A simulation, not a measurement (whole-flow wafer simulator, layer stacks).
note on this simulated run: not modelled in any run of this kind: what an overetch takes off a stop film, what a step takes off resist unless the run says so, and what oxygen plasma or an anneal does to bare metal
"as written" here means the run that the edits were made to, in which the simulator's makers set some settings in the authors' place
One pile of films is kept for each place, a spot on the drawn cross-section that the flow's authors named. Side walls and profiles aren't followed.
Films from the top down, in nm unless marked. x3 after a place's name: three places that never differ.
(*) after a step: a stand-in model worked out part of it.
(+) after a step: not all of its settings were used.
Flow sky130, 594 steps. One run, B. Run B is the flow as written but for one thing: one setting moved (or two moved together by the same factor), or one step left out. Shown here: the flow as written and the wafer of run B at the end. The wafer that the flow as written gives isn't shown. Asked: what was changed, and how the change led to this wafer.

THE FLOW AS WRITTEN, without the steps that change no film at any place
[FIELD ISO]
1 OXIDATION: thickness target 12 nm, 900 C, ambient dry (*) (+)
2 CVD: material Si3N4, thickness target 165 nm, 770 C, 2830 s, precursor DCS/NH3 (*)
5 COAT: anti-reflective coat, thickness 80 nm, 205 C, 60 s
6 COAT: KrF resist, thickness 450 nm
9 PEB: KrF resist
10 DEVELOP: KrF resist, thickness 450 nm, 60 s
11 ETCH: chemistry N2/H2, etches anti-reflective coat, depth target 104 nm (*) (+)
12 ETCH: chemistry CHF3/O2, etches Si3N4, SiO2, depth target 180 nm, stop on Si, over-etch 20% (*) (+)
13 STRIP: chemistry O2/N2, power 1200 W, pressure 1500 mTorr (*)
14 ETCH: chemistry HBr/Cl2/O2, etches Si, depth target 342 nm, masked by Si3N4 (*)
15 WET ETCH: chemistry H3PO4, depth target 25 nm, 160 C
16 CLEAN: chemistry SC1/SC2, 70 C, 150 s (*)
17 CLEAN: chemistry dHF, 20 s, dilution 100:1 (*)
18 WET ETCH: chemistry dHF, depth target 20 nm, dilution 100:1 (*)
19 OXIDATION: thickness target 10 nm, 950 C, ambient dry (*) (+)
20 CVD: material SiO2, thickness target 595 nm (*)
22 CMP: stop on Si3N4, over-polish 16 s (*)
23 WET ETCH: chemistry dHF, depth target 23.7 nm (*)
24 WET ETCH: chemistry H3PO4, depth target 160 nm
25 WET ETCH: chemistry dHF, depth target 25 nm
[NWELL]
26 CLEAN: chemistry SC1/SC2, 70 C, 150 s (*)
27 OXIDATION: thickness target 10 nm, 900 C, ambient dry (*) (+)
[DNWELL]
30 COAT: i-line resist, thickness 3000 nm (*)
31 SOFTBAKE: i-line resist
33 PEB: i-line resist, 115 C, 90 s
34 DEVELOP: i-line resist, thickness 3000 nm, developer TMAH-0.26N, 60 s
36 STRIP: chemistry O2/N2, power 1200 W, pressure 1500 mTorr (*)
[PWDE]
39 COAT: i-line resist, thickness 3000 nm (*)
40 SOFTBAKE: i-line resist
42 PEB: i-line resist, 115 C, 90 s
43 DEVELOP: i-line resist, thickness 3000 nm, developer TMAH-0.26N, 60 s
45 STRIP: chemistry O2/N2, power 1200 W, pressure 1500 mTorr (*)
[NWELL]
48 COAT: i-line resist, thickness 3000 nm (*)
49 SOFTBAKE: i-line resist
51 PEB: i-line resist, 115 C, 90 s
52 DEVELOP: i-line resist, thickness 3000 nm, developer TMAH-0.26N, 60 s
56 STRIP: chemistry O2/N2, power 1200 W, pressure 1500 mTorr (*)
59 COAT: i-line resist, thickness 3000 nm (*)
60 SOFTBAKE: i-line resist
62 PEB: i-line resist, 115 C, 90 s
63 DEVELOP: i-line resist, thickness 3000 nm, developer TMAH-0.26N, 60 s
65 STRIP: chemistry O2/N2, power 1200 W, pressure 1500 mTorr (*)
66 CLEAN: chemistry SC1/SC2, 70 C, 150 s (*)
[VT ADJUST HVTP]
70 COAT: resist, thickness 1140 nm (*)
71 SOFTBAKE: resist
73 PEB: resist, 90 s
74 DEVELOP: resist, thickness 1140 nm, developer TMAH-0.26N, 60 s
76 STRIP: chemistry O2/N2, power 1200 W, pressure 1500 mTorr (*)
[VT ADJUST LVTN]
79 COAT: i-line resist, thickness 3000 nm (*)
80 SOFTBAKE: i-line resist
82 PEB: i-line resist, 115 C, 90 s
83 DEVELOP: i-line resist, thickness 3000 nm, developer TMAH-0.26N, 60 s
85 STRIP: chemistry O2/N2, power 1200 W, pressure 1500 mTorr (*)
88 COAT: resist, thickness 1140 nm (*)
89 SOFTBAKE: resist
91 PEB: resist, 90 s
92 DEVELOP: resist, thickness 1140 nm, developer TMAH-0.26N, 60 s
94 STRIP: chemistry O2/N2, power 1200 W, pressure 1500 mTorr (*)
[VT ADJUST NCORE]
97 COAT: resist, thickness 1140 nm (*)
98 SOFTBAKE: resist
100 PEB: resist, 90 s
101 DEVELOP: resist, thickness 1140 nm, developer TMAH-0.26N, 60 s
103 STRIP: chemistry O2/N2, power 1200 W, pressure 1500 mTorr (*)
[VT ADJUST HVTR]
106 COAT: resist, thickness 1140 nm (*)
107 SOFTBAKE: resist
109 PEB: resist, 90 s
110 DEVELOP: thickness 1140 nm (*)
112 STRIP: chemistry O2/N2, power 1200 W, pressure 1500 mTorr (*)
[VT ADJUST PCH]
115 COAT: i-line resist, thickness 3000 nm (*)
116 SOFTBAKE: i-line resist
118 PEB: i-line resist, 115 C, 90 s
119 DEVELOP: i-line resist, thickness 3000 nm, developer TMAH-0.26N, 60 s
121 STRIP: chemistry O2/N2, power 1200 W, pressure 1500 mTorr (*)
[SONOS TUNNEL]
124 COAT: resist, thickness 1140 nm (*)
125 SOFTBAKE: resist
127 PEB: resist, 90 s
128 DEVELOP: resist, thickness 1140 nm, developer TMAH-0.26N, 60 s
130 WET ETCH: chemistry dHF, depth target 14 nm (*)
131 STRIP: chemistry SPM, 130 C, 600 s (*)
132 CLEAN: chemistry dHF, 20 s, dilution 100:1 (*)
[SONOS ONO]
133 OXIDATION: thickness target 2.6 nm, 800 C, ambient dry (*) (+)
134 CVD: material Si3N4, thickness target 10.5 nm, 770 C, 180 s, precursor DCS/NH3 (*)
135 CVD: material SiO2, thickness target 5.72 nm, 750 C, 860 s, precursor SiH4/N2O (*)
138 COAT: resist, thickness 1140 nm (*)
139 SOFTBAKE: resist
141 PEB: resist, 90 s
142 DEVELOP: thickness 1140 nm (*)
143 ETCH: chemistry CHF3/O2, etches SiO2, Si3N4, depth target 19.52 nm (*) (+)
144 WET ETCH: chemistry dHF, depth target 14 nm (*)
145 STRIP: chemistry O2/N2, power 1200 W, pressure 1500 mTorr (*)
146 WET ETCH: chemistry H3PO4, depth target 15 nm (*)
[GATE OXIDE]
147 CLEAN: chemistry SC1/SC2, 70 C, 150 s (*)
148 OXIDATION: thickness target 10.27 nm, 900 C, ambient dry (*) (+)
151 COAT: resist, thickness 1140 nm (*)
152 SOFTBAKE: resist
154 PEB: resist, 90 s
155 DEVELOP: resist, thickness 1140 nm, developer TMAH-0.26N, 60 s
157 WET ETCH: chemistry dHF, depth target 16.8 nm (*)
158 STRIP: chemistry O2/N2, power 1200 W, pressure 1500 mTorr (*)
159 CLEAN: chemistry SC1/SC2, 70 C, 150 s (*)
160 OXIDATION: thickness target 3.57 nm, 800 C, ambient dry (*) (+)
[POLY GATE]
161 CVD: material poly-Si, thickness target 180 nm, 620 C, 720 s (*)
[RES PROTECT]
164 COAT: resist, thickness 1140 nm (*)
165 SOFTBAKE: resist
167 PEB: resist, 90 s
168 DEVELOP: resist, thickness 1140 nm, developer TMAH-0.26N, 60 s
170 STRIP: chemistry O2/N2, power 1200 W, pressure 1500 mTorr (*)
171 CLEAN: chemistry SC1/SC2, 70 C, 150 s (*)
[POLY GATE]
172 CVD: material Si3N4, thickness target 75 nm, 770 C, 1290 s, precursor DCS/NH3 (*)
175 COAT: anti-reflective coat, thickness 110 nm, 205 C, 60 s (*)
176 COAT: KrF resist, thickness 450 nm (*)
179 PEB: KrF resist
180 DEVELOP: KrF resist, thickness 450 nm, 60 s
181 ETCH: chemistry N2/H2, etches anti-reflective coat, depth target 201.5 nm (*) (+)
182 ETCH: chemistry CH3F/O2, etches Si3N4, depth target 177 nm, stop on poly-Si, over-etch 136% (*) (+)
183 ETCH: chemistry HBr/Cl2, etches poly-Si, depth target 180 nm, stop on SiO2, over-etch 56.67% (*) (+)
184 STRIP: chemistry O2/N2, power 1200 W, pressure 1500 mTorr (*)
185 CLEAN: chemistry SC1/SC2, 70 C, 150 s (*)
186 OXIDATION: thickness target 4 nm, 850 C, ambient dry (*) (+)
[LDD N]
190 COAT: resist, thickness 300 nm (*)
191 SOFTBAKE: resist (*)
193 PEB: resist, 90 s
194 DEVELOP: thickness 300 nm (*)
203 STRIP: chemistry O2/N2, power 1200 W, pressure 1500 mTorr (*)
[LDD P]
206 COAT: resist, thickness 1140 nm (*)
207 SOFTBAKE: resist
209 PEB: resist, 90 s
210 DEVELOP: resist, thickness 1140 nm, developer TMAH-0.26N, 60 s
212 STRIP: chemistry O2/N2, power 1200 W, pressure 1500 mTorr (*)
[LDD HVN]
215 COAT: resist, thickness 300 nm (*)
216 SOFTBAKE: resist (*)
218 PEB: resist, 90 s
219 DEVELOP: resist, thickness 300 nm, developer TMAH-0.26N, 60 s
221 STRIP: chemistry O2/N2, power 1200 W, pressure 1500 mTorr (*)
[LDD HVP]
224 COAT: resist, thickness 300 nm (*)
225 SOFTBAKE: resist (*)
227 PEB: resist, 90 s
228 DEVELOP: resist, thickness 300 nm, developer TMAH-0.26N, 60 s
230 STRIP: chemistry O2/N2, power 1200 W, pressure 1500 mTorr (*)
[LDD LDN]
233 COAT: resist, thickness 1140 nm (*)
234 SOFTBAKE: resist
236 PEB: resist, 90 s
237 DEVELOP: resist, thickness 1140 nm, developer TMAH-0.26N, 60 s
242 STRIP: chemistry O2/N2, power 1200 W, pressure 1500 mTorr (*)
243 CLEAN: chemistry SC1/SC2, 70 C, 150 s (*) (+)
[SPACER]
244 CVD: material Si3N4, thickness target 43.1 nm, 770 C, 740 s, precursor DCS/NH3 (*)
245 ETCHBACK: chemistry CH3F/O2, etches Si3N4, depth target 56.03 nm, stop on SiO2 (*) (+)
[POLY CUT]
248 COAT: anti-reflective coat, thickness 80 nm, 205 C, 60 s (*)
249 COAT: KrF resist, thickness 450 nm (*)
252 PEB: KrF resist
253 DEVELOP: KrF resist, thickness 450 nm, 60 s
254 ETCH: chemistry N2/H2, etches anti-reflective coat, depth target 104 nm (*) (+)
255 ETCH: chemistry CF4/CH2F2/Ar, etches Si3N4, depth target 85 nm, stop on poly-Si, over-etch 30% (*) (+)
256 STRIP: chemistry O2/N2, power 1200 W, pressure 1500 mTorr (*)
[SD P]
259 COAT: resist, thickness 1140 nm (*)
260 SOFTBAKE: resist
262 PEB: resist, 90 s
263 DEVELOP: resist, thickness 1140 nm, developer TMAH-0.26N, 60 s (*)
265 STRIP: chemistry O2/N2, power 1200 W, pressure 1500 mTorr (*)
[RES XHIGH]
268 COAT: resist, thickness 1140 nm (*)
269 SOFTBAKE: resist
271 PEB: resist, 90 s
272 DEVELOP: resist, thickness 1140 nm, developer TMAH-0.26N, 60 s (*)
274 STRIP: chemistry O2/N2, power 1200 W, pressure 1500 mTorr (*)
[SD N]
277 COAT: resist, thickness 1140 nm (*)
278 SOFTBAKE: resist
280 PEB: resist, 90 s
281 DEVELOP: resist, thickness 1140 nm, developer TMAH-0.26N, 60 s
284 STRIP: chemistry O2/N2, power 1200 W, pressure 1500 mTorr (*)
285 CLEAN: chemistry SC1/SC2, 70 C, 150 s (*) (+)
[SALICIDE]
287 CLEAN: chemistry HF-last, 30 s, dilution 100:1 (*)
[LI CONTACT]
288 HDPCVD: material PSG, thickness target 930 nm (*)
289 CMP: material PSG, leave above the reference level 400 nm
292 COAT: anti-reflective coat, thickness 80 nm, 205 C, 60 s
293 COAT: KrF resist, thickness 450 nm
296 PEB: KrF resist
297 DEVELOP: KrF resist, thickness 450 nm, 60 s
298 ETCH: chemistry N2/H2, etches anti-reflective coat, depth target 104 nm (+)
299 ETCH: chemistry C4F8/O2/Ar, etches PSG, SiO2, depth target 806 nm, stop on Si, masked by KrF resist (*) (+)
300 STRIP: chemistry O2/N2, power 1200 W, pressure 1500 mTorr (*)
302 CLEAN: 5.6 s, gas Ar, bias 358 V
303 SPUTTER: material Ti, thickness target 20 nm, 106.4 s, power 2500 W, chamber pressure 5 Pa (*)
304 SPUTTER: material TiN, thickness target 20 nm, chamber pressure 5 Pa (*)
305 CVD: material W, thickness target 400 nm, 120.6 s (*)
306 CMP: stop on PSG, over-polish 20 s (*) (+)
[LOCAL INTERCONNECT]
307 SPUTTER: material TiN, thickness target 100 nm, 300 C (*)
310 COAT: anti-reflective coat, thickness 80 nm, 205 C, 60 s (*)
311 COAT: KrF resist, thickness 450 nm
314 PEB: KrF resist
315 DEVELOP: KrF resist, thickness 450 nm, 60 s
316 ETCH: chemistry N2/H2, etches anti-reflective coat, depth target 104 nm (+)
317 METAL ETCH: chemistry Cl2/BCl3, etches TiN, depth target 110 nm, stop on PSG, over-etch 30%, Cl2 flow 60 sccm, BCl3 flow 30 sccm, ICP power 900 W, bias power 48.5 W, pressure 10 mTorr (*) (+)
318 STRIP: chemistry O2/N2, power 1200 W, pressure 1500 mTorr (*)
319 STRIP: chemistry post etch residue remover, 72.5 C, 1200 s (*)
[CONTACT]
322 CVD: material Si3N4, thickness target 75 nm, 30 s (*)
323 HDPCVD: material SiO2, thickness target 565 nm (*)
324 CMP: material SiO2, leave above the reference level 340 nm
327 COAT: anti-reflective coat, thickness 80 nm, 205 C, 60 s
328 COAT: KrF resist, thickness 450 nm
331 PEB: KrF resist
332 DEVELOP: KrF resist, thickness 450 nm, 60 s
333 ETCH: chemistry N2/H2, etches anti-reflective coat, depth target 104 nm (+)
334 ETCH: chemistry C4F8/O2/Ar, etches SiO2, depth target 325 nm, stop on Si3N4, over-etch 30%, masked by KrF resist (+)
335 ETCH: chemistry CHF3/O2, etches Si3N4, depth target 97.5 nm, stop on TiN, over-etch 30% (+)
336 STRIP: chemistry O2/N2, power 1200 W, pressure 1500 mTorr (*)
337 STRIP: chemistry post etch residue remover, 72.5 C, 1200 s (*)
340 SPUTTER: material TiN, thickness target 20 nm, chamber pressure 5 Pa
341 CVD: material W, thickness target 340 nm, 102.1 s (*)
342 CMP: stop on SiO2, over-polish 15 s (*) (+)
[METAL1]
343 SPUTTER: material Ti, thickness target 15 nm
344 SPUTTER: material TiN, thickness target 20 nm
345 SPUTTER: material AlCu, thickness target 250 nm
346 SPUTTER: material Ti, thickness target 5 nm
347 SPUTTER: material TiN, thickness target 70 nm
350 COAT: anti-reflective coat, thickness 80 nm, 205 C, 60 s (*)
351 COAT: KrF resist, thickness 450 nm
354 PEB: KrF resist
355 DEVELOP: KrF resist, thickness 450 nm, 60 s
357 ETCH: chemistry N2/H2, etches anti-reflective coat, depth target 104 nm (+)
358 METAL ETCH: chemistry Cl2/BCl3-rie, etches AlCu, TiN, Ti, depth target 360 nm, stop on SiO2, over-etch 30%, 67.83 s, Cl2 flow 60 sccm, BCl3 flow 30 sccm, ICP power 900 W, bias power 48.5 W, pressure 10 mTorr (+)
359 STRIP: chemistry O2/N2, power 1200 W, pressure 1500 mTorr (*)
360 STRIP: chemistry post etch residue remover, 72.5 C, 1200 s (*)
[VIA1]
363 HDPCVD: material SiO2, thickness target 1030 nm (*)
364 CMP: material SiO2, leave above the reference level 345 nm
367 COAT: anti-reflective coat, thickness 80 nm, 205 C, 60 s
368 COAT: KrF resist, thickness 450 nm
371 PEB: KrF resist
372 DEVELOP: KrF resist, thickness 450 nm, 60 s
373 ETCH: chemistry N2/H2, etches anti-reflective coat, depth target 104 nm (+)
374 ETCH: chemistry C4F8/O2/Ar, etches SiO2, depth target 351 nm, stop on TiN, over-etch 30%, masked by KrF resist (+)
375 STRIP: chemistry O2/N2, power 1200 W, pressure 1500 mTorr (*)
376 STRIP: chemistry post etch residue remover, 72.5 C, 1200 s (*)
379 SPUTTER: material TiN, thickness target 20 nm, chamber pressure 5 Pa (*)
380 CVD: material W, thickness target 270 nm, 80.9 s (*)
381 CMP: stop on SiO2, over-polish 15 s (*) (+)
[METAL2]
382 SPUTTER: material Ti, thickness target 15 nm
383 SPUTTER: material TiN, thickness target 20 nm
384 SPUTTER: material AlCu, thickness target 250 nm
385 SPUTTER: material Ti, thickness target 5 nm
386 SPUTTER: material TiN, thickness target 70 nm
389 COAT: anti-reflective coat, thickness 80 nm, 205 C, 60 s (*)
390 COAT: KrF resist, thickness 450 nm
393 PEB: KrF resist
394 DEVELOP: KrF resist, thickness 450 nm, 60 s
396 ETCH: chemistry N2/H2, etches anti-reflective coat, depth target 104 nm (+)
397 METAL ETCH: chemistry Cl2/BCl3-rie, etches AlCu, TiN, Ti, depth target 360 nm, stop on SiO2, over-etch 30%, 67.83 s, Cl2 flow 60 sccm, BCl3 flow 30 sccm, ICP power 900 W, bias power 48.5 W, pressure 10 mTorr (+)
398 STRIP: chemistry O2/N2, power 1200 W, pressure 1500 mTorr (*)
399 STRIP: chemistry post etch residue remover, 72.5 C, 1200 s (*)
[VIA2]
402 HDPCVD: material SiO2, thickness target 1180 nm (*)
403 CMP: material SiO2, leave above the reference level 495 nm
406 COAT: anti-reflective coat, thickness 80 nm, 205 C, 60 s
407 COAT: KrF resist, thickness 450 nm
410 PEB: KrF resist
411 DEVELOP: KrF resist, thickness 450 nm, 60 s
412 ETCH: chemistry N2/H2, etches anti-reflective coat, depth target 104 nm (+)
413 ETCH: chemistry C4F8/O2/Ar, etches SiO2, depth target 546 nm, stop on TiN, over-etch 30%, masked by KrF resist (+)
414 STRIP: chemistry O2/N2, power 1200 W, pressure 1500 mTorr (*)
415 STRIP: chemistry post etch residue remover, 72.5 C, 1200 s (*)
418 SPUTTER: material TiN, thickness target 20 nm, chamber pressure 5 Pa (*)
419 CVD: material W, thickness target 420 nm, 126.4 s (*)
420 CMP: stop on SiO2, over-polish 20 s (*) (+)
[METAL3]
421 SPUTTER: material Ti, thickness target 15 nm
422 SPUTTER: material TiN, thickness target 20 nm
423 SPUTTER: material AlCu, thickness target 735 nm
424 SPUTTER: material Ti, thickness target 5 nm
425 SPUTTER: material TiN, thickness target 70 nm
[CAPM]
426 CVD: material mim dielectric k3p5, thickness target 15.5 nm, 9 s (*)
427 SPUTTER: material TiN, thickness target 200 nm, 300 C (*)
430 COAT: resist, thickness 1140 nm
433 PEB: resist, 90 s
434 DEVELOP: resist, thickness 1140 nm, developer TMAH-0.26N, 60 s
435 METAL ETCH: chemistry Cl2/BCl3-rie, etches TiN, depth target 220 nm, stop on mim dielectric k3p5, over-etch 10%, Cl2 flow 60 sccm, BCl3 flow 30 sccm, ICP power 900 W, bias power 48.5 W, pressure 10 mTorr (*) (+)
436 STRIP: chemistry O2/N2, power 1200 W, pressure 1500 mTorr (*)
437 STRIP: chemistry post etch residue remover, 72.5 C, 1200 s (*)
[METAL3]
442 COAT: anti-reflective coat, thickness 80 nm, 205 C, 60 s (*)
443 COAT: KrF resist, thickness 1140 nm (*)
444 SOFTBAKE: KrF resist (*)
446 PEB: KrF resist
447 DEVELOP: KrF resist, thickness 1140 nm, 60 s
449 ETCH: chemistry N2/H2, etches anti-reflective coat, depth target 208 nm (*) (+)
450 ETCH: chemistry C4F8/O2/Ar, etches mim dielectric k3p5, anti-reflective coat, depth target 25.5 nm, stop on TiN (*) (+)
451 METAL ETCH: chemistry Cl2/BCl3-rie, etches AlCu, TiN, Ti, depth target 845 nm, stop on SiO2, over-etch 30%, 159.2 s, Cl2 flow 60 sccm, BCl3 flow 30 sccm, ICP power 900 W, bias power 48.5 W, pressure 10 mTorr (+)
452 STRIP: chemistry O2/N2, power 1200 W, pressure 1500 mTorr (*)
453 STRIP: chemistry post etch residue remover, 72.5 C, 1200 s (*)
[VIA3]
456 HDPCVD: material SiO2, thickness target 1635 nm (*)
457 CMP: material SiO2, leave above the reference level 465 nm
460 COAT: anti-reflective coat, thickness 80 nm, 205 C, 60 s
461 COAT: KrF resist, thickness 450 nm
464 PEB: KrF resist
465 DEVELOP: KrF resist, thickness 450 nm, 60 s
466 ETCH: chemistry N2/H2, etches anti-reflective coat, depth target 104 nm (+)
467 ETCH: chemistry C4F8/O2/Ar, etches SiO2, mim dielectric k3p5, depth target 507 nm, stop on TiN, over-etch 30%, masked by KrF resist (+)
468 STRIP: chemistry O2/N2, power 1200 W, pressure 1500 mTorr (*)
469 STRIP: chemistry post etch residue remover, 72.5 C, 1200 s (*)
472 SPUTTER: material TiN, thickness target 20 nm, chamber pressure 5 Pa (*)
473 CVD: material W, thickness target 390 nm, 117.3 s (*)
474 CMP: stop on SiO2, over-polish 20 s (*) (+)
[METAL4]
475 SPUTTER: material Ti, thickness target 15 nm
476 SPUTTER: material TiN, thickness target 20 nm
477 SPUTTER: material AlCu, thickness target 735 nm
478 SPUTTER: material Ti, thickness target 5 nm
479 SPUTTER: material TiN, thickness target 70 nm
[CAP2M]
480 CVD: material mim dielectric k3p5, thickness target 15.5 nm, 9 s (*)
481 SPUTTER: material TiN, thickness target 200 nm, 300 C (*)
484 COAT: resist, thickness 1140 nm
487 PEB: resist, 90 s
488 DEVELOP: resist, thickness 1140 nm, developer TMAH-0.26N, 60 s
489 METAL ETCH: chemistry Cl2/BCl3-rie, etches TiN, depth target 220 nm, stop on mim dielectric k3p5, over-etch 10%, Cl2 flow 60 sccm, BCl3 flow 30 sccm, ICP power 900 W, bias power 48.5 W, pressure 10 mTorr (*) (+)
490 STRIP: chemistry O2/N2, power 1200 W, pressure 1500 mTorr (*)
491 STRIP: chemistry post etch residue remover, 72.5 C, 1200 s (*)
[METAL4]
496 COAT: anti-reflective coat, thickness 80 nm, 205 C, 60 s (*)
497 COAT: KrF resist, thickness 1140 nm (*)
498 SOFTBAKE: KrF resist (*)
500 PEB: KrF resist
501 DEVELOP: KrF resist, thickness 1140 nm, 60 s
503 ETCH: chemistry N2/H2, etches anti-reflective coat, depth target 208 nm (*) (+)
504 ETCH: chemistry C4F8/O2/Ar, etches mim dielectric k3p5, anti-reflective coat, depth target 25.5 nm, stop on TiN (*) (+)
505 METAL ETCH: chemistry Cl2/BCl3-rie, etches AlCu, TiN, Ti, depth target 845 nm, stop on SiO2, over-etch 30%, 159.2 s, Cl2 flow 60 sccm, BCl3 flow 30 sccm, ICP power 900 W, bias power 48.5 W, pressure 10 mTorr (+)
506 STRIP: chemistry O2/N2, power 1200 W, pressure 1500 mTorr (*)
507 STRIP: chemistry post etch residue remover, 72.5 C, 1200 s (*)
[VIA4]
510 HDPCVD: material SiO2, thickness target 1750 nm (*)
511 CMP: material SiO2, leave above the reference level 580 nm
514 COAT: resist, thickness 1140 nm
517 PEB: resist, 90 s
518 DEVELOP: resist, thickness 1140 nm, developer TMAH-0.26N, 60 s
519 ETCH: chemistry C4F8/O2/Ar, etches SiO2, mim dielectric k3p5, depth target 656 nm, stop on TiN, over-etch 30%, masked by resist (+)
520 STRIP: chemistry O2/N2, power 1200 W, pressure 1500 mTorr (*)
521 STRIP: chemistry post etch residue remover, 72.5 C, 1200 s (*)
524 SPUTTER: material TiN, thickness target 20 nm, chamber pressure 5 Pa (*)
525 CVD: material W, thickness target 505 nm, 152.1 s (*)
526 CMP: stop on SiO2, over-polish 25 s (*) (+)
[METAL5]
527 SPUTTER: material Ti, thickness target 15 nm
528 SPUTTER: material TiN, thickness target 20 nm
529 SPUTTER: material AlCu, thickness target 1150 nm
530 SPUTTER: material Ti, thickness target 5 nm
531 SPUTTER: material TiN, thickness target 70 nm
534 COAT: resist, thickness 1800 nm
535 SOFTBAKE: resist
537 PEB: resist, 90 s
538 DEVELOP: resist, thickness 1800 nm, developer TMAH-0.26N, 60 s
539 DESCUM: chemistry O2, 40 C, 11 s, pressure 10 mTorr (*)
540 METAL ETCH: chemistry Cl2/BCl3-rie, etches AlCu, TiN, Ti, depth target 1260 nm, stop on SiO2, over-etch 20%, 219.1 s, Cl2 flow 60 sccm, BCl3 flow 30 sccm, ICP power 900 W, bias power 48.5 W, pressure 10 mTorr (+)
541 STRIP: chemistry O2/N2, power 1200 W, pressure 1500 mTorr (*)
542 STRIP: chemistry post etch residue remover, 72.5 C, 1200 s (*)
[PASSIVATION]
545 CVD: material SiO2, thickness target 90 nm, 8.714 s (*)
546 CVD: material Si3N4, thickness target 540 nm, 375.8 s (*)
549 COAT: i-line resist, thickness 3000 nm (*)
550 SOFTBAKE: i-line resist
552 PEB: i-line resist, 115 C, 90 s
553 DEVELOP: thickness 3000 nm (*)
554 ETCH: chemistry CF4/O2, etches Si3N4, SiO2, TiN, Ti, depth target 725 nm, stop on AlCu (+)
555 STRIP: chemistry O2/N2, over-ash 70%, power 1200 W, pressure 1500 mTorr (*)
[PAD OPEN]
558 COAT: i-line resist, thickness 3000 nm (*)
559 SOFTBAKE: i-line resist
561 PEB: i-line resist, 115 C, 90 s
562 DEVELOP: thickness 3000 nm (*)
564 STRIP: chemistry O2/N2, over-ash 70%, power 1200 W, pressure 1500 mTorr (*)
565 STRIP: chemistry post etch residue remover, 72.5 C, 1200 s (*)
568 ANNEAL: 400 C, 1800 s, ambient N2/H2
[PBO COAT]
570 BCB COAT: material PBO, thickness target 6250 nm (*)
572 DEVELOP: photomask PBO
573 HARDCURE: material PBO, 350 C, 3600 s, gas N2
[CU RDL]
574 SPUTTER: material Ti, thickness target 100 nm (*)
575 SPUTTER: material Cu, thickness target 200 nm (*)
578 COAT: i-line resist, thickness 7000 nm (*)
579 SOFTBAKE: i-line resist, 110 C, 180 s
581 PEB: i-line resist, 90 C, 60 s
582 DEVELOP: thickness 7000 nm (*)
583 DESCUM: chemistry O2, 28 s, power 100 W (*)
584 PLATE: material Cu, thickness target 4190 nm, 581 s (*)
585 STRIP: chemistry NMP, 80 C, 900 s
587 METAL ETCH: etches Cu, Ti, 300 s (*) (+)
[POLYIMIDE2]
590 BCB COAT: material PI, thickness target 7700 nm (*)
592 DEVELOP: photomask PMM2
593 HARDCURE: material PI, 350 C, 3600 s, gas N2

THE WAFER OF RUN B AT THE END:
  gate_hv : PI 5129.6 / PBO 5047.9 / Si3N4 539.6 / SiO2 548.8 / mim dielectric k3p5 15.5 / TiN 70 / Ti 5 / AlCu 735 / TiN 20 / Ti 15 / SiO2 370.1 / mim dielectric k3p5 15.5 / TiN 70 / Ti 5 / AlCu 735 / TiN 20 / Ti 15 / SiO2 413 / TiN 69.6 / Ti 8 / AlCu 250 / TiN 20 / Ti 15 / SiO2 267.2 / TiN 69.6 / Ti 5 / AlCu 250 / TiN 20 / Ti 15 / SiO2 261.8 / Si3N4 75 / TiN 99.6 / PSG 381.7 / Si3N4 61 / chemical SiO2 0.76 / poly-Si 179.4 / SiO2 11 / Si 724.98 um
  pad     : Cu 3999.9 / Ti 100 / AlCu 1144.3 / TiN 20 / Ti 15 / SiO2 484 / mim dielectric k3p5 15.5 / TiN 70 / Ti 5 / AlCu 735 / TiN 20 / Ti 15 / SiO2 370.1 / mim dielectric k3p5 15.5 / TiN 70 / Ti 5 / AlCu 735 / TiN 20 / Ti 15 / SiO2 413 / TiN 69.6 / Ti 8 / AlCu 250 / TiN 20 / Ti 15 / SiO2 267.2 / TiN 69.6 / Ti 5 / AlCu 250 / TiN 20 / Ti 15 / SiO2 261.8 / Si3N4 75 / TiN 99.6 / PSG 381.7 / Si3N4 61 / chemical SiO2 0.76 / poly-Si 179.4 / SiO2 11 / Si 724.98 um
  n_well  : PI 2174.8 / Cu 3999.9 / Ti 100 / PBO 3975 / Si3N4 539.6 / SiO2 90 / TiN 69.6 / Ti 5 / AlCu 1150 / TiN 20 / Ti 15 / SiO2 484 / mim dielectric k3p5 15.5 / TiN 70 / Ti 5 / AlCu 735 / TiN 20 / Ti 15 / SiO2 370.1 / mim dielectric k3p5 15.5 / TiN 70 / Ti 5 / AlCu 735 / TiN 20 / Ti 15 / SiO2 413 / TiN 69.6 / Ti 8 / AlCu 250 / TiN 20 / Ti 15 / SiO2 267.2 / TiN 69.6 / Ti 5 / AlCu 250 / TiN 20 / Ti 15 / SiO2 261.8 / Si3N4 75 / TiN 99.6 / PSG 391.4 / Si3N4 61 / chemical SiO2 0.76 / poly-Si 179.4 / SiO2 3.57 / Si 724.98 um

The cause: step 385, SPUTTER: thickness target 8 nm was run, where the flow has thickness target 5 nm.
It can be read off the wafer: gate_hv has Ti 8, and step 385 as written asks for 5 nm.

How the change led to this, step by step:
  385 SPUTTER: material Ti, thickness target 5 nm
      field, active, n_well and 188 more: Ti +8 (new film) (as written it would be: Ti +5 (new film))
  397 METAL ETCH: chemistry Cl2/BCl3-rie, etches AlCu, TiN, Ti, depth target 360 nm, stop on SiO2, over-etch 30%, 67.83 s, Cl2 flow 60 sccm, BCl3 flow 30 sccm, ICP power 900 W, bias power 48.5 W, pressure 10 mTorr (+)
      field, active, gate and 82 more: TiN -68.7 (all of it), Ti -8 (all of it), AlCu -250 (all of it), TiN -20 (all of it), Ti -15 (all of it), SiO2 -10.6 (as written it would be: TiN -68.7 (all of it), Ti -5 (all of it), AlCu -250 (all of it), TiN -20 (all of it), Ti -15 (all of it), SiO2 -10.9)
